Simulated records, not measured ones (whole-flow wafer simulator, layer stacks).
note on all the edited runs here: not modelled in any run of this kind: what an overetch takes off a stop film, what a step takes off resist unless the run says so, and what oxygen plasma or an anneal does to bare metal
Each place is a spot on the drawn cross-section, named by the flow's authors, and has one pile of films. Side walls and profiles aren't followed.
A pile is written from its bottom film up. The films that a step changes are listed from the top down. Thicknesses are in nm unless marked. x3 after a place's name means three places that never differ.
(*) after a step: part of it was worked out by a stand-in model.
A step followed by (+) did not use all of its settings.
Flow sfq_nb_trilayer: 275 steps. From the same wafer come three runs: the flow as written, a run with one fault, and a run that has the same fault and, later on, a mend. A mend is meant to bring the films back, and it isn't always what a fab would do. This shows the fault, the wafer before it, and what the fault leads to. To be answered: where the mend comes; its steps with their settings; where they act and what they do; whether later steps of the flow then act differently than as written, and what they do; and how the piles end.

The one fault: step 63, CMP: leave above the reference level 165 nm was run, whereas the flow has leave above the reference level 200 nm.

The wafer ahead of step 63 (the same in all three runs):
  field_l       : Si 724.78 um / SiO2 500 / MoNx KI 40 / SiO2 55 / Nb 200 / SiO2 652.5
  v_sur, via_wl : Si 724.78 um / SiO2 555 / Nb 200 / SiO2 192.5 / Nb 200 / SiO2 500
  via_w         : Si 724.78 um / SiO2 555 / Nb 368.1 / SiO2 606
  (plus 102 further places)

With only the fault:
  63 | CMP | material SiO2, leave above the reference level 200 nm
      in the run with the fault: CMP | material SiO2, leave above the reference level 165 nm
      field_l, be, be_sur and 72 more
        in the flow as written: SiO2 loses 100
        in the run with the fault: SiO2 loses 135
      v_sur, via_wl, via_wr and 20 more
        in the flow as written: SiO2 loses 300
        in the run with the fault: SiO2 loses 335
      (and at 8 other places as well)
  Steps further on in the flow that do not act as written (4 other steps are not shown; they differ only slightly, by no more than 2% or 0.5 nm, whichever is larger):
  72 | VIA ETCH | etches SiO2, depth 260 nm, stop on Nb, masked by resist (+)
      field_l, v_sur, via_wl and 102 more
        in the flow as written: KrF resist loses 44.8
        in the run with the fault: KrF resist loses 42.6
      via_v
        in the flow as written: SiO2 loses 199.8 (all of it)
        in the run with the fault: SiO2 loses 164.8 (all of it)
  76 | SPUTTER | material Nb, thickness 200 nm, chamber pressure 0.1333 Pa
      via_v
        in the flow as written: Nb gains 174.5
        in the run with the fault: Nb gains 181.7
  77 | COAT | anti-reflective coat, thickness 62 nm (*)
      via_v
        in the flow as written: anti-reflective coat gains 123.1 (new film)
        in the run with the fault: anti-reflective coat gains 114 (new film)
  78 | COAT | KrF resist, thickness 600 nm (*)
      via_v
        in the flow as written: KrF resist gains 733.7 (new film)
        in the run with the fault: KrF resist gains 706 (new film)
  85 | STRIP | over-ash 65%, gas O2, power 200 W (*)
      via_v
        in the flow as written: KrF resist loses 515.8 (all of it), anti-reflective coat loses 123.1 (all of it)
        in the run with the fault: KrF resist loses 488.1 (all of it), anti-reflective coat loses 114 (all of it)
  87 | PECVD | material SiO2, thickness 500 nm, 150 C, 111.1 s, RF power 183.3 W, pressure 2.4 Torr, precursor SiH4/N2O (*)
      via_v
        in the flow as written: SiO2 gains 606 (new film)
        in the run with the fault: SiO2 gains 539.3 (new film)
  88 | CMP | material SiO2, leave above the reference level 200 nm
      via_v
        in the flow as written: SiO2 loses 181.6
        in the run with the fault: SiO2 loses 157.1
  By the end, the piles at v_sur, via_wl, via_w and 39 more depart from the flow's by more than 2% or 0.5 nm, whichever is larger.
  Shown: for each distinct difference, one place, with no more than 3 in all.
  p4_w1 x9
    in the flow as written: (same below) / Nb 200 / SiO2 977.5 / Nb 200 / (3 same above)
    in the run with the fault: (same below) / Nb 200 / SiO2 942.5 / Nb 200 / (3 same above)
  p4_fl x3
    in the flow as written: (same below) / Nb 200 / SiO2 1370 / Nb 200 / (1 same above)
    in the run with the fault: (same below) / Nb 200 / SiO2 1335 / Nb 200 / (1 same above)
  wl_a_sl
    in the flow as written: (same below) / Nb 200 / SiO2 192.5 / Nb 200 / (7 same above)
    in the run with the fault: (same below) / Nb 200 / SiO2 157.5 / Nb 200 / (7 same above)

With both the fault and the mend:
  The mend stands after step 64.
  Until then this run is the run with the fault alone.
  64a | PECVD | material SiO2, thickness 35 nm, 150 C, 7.778 s, RF power 183.3 W, pressure 2.4 Torr, precursor SiH4/N2O (a further turn of the flow's step 62, with different settings)
      field_l, v_sur, via_wl and 103 more
        SiO2 gains 35
  None of the later steps of the flow differs from how it acts as written, at any place that is followed, by more than 2% or 0.5 nm, whichever is larger.
  When the end is reached, the piles differ only a little from the flow's at the places that both follow, at most by 2% or 0.5 nm, whichever is larger.
